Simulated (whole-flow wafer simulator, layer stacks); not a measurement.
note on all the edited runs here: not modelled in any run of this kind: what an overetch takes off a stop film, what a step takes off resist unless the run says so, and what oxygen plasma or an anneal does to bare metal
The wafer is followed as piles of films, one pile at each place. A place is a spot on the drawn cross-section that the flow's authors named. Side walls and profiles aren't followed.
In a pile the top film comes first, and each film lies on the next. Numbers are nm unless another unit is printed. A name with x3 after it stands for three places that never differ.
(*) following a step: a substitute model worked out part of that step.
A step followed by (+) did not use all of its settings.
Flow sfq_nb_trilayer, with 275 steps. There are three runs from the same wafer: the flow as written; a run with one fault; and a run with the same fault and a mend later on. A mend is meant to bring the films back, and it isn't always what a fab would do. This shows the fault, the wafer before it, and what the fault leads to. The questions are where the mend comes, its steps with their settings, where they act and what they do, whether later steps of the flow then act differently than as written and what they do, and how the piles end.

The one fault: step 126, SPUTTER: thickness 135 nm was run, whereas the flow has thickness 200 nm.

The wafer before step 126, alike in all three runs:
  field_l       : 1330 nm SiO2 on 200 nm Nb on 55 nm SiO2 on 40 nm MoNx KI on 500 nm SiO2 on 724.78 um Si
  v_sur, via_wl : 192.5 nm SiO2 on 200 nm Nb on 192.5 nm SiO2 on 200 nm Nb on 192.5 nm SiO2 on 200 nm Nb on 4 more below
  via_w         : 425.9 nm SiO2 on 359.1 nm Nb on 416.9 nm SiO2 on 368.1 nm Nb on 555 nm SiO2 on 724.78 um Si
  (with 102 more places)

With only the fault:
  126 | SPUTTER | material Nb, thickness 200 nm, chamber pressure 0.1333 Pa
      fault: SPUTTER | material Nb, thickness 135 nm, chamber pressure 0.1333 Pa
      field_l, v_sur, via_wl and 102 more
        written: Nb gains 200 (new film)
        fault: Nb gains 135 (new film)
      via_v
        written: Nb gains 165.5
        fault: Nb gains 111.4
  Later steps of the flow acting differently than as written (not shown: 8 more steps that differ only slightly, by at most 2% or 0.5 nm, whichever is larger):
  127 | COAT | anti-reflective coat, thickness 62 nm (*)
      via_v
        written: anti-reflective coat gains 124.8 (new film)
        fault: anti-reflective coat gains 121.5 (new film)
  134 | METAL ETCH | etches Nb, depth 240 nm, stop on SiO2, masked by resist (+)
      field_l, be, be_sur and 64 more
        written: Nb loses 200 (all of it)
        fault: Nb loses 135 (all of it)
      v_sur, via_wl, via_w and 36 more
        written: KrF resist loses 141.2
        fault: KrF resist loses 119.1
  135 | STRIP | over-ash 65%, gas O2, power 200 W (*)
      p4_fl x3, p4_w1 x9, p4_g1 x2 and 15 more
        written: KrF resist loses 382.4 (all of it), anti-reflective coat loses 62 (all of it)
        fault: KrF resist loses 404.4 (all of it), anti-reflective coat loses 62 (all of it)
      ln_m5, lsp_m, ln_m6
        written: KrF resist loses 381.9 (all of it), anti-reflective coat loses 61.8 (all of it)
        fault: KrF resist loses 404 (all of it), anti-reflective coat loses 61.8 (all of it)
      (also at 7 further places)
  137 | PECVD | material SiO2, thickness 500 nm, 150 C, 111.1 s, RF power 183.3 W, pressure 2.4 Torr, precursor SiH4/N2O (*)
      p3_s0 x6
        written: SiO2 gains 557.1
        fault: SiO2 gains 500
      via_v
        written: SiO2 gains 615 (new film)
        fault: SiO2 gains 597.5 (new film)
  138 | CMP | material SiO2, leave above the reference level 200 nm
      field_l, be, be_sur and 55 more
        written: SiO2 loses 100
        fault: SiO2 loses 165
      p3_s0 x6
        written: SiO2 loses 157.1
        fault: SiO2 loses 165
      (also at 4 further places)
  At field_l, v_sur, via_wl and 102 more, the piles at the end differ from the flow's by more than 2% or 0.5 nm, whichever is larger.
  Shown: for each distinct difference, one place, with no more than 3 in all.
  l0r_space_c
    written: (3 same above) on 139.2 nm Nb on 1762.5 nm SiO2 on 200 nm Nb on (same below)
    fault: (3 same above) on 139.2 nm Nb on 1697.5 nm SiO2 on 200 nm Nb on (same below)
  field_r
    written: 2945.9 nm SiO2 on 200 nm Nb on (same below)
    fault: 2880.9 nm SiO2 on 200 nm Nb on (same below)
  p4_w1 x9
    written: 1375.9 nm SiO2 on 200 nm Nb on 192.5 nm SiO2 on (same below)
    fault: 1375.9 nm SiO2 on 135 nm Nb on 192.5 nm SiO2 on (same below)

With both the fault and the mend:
  The mend stands after step 126.
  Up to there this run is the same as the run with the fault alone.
  126a | SPUTTER | material Nb, thickness 65 nm, chamber pressure 0.1333 Pa (a further turn of the flow's step 126, with different settings)
      field_l, v_sur, via_wl and 102 more
        Nb gains 65
      via_v
        Nb gains 51.2
  Later steps of the flow that are run all act as written at every place that is followed, up to a difference of at most 2% or 0.5 nm, whichever is larger.
  At the end the piles are close to the flow's at the places that both follow, differing by at most 2% or 0.5 nm, whichever is larger.
